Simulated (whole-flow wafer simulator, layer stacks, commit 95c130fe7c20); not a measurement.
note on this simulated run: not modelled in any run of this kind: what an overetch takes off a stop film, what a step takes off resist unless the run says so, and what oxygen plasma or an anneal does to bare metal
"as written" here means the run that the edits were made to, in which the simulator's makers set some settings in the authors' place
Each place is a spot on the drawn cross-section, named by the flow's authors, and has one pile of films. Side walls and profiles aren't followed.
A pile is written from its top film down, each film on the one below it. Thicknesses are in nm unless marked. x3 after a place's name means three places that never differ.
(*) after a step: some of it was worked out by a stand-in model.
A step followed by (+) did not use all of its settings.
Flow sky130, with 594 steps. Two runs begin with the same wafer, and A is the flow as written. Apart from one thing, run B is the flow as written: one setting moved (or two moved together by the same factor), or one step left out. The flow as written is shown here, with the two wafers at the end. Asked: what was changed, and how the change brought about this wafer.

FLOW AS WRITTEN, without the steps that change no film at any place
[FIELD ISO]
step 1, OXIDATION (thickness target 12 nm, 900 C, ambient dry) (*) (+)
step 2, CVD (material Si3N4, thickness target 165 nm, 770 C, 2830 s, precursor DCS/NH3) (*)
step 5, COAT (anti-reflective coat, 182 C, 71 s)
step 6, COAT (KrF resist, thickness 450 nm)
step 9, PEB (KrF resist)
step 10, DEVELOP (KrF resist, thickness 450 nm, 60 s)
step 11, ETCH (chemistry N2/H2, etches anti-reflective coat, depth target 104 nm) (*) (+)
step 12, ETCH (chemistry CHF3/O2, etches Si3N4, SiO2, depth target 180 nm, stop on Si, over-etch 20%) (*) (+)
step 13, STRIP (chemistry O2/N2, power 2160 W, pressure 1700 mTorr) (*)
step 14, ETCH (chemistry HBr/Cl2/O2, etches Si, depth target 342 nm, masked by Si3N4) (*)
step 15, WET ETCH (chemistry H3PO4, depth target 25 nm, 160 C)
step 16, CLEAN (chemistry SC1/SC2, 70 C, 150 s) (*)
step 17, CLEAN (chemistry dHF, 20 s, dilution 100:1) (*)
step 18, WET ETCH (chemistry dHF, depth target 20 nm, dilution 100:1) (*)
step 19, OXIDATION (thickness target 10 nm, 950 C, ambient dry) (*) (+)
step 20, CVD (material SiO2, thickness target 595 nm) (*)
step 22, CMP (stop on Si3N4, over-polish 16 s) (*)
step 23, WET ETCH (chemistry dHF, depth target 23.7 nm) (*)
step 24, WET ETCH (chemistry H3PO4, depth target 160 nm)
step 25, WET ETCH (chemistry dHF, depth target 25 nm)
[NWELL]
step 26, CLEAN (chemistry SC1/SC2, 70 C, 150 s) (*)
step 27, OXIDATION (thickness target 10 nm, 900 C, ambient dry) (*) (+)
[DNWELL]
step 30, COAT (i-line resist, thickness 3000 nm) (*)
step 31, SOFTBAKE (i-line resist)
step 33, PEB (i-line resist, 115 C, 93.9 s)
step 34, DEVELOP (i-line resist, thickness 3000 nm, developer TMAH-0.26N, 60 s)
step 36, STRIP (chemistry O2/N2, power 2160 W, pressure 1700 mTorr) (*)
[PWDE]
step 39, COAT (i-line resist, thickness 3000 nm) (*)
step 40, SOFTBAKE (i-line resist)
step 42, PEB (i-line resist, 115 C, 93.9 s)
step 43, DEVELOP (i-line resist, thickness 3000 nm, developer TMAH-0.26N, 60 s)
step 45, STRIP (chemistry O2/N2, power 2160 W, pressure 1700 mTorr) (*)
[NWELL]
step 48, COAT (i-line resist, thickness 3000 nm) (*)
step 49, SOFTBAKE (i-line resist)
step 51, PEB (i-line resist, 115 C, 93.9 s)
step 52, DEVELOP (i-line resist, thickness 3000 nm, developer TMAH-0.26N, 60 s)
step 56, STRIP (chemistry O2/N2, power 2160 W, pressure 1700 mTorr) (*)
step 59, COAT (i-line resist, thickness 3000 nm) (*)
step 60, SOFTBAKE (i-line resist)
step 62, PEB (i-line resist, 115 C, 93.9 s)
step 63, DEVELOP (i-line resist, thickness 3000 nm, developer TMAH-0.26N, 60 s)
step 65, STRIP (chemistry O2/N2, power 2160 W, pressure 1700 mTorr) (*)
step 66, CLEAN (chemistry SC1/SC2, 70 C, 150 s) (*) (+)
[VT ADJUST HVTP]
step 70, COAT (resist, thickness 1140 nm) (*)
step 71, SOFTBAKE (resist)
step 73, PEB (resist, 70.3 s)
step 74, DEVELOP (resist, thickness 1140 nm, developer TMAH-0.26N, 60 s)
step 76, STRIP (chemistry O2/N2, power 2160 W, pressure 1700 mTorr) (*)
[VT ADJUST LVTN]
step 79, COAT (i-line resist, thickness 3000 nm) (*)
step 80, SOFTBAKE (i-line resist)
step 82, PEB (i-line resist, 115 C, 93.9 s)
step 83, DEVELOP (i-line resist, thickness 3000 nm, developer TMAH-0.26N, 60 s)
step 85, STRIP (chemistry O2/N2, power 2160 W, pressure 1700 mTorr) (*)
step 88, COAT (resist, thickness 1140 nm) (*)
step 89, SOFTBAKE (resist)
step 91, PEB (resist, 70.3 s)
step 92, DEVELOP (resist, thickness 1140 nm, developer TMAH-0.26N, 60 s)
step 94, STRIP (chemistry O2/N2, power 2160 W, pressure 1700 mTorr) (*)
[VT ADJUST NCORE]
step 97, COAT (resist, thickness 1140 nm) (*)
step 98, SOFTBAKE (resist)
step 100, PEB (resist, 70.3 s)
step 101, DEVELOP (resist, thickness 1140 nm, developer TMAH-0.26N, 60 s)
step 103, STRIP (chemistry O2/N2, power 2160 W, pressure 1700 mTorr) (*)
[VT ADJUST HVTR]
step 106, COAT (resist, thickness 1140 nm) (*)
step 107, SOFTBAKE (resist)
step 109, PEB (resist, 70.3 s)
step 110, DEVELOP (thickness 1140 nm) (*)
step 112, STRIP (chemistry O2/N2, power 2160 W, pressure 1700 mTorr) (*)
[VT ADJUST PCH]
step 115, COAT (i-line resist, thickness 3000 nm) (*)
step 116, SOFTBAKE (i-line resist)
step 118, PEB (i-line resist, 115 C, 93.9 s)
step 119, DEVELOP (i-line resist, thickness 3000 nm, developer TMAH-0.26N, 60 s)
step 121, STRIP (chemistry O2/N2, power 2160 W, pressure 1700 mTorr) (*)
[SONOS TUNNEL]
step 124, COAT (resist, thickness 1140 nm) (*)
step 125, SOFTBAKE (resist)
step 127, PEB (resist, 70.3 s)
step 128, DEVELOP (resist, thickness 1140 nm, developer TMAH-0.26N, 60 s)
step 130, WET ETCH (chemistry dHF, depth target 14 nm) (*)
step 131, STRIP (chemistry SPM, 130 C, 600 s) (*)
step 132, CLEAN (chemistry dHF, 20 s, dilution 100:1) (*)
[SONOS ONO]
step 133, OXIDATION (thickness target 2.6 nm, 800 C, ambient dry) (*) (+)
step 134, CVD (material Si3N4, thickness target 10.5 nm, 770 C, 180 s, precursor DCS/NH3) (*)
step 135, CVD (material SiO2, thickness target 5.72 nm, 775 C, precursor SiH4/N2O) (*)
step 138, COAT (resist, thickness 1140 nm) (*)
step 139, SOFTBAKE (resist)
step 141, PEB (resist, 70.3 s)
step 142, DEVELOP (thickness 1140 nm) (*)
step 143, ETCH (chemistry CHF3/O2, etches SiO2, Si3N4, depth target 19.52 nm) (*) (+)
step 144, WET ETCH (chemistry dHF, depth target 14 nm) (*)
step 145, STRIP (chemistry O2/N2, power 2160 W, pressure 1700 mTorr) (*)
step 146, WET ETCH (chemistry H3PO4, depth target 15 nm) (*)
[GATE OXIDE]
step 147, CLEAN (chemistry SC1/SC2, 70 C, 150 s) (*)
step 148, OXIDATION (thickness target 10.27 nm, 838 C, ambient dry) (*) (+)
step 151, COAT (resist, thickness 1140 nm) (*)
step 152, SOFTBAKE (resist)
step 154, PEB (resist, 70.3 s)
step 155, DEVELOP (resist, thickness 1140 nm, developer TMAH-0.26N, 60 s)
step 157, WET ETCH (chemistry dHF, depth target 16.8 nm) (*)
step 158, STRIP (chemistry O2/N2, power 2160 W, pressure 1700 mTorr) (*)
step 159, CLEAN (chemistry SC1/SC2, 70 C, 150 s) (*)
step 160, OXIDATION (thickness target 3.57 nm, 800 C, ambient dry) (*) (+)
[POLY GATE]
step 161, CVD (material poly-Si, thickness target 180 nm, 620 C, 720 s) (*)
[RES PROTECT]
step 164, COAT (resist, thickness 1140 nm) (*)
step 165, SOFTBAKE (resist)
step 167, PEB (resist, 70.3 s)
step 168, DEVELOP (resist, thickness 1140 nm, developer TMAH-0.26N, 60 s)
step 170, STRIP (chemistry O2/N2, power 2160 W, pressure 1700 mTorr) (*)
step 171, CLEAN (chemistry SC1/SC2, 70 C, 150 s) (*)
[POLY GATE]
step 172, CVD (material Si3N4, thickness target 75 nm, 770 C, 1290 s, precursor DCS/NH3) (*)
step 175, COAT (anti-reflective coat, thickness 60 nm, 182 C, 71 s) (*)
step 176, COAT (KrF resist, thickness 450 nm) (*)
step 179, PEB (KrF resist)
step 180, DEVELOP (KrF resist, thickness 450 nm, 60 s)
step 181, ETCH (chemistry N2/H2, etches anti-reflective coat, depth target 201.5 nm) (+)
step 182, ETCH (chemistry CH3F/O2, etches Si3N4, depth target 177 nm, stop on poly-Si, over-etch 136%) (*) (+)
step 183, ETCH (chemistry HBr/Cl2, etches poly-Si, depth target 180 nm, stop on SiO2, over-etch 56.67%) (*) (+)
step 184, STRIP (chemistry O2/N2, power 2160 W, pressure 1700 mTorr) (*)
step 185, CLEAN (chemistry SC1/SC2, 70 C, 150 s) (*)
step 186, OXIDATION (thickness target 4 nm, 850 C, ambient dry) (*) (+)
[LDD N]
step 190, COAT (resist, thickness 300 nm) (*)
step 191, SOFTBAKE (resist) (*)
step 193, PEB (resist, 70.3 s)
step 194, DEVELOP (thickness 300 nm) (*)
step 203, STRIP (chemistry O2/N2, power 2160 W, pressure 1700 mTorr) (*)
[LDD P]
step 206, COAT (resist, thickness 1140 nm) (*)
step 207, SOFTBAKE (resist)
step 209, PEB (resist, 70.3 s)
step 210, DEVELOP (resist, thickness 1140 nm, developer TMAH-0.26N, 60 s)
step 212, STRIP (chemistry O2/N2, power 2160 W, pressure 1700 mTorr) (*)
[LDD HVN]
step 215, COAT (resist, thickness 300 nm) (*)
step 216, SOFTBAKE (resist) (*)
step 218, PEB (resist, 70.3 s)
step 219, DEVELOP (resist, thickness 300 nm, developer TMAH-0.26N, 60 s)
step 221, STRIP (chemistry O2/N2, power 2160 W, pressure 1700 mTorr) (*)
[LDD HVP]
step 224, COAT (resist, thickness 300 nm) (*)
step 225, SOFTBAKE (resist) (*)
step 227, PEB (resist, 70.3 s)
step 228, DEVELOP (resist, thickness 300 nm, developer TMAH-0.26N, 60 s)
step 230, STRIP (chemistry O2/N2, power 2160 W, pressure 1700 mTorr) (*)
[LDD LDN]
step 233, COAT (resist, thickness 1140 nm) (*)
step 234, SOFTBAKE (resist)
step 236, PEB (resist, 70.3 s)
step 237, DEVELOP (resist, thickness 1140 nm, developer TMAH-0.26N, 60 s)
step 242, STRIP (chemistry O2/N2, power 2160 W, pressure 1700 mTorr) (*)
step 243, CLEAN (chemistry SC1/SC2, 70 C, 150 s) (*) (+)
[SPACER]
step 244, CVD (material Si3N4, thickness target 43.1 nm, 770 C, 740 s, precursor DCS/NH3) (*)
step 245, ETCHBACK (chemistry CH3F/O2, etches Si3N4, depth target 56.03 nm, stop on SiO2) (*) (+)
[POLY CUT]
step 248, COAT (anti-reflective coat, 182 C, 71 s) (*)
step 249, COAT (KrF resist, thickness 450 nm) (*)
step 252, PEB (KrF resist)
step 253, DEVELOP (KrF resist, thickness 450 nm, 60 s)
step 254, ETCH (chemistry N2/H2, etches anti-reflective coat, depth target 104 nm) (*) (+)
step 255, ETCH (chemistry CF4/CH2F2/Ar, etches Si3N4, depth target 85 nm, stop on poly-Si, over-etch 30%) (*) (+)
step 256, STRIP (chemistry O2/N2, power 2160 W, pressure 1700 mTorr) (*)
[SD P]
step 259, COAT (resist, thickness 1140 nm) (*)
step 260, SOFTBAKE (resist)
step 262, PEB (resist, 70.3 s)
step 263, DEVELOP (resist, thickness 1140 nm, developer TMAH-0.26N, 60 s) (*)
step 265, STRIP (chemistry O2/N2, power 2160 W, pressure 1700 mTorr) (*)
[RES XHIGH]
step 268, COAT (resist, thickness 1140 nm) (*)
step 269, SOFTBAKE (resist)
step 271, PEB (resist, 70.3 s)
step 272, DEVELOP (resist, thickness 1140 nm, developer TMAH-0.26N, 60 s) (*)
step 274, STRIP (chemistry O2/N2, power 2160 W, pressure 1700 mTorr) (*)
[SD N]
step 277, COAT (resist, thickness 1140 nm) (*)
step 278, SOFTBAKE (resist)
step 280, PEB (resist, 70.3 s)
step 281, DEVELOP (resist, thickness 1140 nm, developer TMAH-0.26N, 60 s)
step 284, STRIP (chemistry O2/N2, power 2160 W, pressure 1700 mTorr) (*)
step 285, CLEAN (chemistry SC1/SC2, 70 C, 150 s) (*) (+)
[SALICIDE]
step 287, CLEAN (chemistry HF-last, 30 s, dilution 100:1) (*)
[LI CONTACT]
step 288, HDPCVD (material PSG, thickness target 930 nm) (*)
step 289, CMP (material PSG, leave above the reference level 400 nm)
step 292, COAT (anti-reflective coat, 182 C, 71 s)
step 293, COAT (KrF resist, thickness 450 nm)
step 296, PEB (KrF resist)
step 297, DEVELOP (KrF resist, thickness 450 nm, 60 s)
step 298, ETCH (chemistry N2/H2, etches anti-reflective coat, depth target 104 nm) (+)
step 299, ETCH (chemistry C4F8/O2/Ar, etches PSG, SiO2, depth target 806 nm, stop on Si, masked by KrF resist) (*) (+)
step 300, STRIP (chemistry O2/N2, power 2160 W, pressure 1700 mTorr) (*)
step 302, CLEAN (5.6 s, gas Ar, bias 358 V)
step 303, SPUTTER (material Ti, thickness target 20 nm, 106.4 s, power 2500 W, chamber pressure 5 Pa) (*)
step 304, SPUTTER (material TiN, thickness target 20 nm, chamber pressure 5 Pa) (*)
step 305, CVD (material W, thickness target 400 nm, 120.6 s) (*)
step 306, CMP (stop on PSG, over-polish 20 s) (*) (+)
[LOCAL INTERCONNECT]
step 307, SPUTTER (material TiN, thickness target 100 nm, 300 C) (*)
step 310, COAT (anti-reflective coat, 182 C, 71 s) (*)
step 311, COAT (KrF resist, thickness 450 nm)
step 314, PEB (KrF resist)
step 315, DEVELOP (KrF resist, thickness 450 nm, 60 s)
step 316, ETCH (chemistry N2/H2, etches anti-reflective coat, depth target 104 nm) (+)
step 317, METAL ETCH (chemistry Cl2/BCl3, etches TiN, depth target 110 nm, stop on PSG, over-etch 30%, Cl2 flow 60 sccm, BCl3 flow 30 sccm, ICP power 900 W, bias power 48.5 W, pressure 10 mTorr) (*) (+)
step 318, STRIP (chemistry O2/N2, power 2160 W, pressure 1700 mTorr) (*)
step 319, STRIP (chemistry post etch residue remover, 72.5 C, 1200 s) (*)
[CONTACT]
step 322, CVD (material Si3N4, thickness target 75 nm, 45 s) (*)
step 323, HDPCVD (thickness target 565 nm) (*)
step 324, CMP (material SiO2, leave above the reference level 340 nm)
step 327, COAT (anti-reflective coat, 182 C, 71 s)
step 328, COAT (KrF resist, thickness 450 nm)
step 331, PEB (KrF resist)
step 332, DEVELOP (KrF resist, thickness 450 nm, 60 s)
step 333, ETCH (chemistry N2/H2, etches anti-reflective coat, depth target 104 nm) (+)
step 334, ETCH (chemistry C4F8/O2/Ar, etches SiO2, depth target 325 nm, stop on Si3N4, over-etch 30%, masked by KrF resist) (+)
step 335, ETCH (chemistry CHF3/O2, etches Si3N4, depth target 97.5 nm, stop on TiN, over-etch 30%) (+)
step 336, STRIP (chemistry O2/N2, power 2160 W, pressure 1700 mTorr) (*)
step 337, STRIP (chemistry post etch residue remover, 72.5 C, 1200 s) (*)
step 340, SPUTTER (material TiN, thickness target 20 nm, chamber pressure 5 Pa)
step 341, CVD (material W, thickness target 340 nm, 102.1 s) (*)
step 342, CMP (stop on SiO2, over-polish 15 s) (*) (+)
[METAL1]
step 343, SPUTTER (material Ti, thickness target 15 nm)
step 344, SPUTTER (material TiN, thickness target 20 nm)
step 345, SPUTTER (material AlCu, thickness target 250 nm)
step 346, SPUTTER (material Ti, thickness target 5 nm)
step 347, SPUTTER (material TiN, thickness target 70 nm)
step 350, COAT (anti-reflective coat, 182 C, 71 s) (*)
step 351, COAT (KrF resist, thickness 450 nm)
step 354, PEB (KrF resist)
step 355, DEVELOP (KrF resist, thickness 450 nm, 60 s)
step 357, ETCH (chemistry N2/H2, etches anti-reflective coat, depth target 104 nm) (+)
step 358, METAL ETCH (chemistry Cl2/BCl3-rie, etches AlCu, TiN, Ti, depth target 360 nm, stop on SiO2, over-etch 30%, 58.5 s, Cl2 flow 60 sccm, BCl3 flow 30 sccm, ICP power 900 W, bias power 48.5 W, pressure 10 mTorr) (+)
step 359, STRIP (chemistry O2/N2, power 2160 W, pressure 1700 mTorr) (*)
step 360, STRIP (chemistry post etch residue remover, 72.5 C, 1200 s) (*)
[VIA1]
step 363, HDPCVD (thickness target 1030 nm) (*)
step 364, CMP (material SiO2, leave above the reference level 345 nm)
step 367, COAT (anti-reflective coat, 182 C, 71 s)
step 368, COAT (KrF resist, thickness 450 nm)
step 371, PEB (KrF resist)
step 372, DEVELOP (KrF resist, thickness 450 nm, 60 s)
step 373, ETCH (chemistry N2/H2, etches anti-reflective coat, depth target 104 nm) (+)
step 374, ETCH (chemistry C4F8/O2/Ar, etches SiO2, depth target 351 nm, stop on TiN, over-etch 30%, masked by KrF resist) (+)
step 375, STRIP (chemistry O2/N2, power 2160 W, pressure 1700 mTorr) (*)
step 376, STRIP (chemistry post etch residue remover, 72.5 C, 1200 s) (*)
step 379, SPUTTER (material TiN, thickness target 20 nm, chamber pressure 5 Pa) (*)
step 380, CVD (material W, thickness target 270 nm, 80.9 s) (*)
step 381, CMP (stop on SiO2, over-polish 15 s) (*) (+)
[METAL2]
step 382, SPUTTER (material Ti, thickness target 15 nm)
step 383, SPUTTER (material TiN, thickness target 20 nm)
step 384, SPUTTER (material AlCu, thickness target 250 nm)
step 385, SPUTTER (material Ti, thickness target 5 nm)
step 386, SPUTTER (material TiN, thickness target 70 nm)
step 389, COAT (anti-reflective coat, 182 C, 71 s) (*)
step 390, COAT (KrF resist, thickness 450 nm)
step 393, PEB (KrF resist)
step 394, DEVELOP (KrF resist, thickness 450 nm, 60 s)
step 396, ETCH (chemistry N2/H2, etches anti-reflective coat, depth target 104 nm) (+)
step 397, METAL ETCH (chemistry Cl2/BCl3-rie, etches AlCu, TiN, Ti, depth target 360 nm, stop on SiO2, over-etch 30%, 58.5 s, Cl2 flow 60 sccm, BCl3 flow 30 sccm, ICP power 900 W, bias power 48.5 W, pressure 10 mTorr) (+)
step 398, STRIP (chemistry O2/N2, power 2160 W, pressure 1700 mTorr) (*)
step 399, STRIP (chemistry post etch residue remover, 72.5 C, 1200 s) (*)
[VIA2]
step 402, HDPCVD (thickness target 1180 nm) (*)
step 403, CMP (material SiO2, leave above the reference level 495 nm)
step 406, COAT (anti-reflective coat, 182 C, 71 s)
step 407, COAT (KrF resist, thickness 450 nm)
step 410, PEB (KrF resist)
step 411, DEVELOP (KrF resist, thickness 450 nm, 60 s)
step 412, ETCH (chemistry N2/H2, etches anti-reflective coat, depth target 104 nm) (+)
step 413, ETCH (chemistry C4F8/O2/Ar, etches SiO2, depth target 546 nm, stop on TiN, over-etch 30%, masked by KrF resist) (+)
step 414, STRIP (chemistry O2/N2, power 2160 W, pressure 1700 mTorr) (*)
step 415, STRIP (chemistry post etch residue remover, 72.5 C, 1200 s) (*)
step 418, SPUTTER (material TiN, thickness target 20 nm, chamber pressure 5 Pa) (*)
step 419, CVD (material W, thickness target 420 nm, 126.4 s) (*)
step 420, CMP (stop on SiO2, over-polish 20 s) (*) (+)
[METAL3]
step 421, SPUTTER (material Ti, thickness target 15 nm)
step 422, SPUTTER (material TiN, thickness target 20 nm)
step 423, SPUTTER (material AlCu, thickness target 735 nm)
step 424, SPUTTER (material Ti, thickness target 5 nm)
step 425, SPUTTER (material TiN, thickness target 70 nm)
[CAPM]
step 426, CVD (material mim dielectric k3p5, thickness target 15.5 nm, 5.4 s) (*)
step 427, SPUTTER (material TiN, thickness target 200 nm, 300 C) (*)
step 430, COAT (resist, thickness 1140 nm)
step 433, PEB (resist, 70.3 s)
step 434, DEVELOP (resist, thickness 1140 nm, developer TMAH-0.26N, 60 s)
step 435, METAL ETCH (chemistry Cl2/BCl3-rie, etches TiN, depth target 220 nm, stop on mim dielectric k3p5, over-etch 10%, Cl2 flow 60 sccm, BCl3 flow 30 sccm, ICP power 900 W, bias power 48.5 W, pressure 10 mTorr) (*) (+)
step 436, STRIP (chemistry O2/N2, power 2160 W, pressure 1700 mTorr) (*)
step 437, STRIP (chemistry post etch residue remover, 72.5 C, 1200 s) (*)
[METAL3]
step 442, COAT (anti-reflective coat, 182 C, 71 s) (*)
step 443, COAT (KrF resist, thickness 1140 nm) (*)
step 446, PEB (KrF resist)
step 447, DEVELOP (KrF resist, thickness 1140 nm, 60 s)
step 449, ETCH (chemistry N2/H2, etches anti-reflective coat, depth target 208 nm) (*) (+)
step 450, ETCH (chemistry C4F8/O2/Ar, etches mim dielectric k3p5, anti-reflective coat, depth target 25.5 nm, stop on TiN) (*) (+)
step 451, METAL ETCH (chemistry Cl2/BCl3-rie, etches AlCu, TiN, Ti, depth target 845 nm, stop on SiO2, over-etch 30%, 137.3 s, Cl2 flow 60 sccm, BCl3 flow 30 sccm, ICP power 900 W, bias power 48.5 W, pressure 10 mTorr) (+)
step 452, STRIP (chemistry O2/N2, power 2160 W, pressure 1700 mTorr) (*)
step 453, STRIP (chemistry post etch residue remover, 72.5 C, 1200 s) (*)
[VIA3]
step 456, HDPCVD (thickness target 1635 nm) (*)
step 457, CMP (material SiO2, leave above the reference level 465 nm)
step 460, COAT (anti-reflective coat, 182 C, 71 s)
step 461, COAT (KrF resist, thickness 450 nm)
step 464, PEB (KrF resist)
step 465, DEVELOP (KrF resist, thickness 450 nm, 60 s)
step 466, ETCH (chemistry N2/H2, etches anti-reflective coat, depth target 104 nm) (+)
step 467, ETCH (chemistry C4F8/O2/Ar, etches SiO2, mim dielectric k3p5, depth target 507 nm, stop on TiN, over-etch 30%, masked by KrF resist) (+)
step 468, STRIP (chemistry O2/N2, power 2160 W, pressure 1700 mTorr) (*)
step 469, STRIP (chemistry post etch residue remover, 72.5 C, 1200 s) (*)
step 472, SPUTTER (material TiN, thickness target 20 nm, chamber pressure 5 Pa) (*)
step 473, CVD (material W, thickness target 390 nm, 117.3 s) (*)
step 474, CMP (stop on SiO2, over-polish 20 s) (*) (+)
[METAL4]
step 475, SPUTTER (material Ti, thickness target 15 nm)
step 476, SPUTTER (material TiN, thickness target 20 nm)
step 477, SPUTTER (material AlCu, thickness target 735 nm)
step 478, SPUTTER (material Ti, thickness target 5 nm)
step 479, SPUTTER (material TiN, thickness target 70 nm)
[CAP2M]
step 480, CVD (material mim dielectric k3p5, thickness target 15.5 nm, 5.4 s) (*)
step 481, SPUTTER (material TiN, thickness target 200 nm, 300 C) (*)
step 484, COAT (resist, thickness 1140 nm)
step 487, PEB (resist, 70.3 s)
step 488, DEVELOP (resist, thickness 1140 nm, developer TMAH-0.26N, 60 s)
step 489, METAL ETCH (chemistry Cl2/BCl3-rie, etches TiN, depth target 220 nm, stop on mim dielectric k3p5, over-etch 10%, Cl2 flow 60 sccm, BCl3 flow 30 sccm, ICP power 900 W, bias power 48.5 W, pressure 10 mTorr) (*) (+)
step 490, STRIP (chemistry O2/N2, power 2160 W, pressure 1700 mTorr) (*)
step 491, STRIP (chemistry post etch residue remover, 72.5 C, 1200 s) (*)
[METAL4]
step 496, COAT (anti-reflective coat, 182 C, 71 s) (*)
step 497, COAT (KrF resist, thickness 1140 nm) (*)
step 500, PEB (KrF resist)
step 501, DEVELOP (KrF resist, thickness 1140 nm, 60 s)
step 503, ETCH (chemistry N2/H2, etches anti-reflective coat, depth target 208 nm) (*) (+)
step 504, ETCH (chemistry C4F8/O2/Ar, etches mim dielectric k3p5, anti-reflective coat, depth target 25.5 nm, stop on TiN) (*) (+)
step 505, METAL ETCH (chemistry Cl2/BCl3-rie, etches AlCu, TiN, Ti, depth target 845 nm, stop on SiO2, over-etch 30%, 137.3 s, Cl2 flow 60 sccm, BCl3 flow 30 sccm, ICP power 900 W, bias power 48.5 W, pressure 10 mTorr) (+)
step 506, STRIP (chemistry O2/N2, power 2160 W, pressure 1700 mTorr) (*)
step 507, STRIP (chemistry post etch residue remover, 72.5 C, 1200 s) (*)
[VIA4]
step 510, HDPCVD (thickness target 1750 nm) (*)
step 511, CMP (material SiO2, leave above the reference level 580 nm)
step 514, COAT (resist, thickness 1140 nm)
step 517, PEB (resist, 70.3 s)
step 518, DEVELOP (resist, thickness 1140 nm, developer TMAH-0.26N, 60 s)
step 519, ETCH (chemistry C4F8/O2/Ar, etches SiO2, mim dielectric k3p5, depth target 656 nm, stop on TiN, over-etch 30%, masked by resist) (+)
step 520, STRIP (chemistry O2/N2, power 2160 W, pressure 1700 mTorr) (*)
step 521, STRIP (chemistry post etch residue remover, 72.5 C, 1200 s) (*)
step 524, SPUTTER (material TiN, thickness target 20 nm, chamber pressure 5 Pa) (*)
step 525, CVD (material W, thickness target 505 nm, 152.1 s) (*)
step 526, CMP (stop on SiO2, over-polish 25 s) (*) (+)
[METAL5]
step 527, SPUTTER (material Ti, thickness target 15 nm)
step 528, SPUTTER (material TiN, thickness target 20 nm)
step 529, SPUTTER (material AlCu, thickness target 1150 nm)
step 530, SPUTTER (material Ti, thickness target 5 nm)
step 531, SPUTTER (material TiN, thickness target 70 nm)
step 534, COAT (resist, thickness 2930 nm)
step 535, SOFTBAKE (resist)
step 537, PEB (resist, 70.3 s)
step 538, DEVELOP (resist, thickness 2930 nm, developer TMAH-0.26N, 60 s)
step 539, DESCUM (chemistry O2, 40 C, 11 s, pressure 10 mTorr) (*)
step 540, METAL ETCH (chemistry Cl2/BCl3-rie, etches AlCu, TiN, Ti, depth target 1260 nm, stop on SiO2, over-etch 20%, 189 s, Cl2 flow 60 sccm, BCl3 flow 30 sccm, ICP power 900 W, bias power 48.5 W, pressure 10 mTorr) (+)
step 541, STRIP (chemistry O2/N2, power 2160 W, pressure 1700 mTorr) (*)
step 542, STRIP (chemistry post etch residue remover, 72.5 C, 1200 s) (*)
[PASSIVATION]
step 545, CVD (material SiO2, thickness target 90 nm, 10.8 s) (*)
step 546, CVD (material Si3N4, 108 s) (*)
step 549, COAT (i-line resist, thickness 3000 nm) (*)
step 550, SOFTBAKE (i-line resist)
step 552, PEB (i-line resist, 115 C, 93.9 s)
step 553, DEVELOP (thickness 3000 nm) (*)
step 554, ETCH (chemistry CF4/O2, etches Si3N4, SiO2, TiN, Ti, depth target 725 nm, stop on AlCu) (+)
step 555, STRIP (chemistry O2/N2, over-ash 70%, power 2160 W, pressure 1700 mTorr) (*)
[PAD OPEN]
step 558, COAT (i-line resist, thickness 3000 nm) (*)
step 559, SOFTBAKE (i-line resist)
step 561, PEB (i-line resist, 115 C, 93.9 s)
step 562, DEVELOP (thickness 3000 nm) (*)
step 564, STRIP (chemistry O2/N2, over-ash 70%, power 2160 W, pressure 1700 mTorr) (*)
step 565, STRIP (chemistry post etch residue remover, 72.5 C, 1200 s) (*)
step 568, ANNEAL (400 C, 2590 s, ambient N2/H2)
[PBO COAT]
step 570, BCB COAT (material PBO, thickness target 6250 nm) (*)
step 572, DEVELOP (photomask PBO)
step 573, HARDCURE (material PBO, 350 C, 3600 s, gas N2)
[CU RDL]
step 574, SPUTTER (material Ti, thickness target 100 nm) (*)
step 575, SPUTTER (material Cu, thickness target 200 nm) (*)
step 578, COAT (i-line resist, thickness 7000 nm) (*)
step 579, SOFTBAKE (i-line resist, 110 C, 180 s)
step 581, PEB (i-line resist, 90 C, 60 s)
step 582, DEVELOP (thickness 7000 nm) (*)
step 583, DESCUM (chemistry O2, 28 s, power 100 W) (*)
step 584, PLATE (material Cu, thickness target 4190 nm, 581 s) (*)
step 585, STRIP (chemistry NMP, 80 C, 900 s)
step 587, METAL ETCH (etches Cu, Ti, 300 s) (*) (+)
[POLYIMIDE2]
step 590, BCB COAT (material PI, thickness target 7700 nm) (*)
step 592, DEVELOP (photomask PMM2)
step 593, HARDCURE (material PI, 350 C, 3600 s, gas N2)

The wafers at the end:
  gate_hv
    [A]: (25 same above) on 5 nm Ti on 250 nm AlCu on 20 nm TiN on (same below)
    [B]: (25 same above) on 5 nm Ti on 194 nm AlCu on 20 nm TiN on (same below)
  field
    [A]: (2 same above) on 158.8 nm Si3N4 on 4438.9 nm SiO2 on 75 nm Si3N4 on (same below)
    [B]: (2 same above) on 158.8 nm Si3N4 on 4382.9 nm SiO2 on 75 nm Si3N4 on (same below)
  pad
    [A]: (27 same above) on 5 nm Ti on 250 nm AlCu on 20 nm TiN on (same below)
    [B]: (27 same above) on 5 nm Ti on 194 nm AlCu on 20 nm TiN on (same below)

Cause: step 345, SPUTTER: thickness target 194 nm was run, though the flow has thickness target 250 nm.
One can read it off the wafer: gate_hv has AlCu 194, and step 345 as written asks for 250 nm.

Step by step, how the change led to this:
  step 345, SPUTTER (material AlCu, thickness target 250 nm)
      field, active, n_well and 188 more: A AlCu gains 250 (new film) | B AlCu gains 194 (new film)
  step 358, METAL ETCH (chemistry Cl2/BCl3-rie, etches AlCu, TiN, Ti, depth target 360 nm, stop on SiO2, over-etch 30%, 58.5 s, Cl2 flow 60 sccm, BCl3 flow 30 sccm, ICP power 900 W, bias power 48.5 W, pressure 10 mTorr) (+)
      field, active, gate and 81 more: A TiN loses 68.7 (all of it), Ti loses 5 (all of it), AlCu loses 250 (all of it), TiN loses 20 (all of it), Ti loses 15 (all of it), SiO2 loses 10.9 | B TiN loses 68.7 (all of it), Ti loses 5 (all of it), AlCu loses 194 (all of it), TiN loses 20 (all of it), Ti loses 15 (all of it), SiO2 loses 16.5
  step 364, CMP (material SiO2, leave above the reference level 345 nm)
      field, active, gate and 81 more: A SiO2 loses 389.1 | B SiO2 loses 439.5
